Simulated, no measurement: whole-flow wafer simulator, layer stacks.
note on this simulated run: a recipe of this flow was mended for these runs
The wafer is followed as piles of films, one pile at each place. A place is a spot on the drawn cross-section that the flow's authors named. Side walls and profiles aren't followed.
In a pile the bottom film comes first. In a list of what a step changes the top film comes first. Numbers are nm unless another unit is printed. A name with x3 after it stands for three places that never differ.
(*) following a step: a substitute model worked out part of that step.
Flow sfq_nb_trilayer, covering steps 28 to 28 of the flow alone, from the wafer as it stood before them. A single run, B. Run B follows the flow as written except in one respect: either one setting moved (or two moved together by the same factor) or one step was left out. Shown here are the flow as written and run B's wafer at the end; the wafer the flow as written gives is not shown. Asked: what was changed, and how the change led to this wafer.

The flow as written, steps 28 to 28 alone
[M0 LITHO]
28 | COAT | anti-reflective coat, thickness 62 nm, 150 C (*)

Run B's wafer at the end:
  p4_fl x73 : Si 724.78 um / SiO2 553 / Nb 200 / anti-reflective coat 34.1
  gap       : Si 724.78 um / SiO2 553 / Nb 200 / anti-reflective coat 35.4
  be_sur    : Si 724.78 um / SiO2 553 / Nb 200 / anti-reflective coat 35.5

The reason: step 28, COAT: thickness 34.1 nm was run, while the flow as written has thickness 62 nm.
The wafer lets one read it off: p4_fl x73 has anti-reflective coat 34.1, and step 28 as written asks for 62 nm.

How this came from the change, step by step:
  28 | COAT | anti-reflective coat, thickness 62 nm, 150 C (*)
      p4_fl x73: anti-reflective coat gains 34.1 (new film) (as written it would have been: anti-reflective coat gains 62 (new film))
      gap, jj_sur, ce_l and 7 more: anti-reflective coat gains 35.4 (new film) (as written it would have been: anti-reflective coat gains 63.7 (new film))
      (and at 23 other places as well)
